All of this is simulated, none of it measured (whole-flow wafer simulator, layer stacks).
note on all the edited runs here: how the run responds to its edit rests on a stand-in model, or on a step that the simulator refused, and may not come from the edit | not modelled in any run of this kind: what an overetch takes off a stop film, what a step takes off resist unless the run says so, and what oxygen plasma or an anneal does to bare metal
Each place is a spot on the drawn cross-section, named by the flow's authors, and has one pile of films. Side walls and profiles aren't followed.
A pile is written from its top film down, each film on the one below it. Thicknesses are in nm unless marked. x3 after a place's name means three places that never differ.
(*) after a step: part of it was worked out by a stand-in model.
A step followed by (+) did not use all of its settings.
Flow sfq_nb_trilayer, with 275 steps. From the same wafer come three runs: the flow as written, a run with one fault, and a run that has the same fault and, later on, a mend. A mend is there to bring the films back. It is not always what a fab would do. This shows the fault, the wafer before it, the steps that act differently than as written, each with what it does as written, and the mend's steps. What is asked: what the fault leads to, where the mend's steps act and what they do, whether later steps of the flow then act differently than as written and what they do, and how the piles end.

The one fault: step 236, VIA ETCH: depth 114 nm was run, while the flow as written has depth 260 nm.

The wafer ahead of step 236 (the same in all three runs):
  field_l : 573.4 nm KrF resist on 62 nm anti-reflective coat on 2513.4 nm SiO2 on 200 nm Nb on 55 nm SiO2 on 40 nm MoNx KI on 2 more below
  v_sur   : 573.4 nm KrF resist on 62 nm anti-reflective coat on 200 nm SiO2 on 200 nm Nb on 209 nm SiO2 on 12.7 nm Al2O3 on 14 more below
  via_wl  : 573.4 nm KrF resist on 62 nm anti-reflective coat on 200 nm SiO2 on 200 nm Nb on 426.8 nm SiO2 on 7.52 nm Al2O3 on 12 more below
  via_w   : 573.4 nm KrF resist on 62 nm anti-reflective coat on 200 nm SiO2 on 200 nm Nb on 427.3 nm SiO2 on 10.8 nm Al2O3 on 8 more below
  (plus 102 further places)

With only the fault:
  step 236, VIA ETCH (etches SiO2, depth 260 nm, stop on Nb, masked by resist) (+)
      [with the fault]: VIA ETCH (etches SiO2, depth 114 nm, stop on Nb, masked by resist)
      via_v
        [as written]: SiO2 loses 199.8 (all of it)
        [with the fault]: SiO2 loses 114
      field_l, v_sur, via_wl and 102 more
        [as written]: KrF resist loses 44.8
        [with the fault]: KrF resist loses 19.7
  Steps further on in the flow that do not act as written (3 more steps, not shown, differ only slightly: by at most 2% or 0.5 nm, whichever is larger):
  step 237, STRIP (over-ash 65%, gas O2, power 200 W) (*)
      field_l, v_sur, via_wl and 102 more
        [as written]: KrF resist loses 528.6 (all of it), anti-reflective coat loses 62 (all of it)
        [with the fault]: KrF resist loses 553.8 (all of it), anti-reflective coat loses 62 (all of it)
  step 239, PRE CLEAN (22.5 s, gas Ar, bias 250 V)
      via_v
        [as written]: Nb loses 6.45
        [with the fault]: SiO2 loses 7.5
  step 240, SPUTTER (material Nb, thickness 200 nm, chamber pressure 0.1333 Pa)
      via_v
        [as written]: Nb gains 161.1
        [with the fault]: Nb gains 181.9 (new film)
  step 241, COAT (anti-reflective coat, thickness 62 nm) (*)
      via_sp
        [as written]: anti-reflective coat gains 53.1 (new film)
        [with the fault]: anti-reflective coat gains 54.8 (new film)
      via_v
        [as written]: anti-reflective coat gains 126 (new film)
        [with the fault]: anti-reflective coat gains 106.1 (new film)
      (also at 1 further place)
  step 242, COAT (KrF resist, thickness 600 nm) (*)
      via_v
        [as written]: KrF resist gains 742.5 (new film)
        [with the fault]: KrF resist gains 671 (new film)
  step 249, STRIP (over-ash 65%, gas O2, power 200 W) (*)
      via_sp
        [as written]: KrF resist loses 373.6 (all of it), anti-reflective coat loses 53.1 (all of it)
        [with the fault]: KrF resist loses 379.5 (all of it), anti-reflective coat loses 54.8 (all of it)
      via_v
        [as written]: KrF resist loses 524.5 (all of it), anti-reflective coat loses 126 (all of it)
        [with the fault]: KrF resist loses 453.2 (all of it), anti-reflective coat loses 106.1 (all of it)
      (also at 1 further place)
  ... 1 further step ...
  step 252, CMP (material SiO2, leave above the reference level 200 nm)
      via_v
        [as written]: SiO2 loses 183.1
        [with the fault]: SiO2 loses 167.8
  At via_v, the piles at the end differ from the flow's by more than 2% or 0.5 nm, whichever is larger.
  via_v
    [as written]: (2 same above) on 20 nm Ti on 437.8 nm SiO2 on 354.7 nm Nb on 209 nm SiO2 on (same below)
    [with the fault]: (2 same above) on 20 nm Ti on 332.2 nm SiO2 on 181.9 nm Nb on 78.3 nm SiO2 on 200 nm Nb on 209 nm SiO2 on (same below)

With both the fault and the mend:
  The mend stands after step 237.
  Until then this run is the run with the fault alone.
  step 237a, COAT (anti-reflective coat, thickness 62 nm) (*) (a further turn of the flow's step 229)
      p4_fl x3, p4_w1 x9, p4_g1 x2 and 63 more
        anti-reflective coat gains 62 (new film)
      ce_r, sp_r, be_r and 12 more
        anti-reflective coat gains 61.9 (new film)
      field_l, v_sur, gap, jj_sur, ce_l, c5j
        anti-reflective coat gains 61.8 (new film)
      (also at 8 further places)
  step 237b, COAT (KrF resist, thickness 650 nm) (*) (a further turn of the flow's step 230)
      p4_fl x3, p4_w1 x9, p4_g1 x2 and 63 more
        KrF resist gains 650 (new film)
      moat, field_r, lsp_l, ln_m5, lsp_m
        KrF resist gains 649.7 (new film)
      ln_m6, lsp_r, l0_sur, l0v
        KrF resist gains 649.8 (new film)
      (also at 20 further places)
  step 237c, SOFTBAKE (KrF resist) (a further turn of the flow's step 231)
      does not change any film at any place that is followed
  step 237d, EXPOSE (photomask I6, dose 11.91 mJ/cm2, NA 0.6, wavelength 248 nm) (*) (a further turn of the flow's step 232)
      does not change any film at any place that is followed
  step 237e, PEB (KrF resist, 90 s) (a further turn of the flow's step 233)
      via_sp, wire, ce_l and 93 more
        KrF resist loses 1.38
      field_l, v_sur, via_wl, via_w, be, be_sur, gap, jj_sur
        KrF resist loses 1.37
      via_wr
        KrF resist loses 1.36
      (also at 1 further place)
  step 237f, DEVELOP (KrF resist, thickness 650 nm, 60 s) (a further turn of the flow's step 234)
      field_l, v_sur, via_wl and 102 more
        KrF resist loses 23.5
      via_v
        KrF resist loses 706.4 (all of it)
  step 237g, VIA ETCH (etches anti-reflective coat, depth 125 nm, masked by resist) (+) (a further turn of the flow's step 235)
      field_l, v_sur, via_wl and 102 more
        KrF resist loses 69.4
      via_v
        anti-reflective coat loses 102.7 (all of it), SiO2 loses 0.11
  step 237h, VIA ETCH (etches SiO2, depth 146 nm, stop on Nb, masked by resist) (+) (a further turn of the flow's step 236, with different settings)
      field_l, v_sur, via_wl and 102 more
        KrF resist loses 22.2
      via_v
        SiO2 loses 85.7 (all of it)
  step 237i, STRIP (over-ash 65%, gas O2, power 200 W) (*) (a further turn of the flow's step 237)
      p4_fl x3, p4_w1 x9, p4_g1 x2 and 63 more
        KrF resist loses 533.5 (all of it), anti-reflective coat loses 62 (all of it)
      moat, field_r, lsp_l and 6 more
        KrF resist loses 533.2 (all of it), anti-reflective coat loses 61.9 (all of it)
      v_sur, gap
        KrF resist loses 531.9 (all of it), anti-reflective coat loses 61.8 (all of it)
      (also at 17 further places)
  None of the later steps of the flow differs from how it acts as written, at any place that is followed, by more than 2% or 0.5 nm, whichever is larger.
  At every place that both follow, the piles at the end match the flow's.
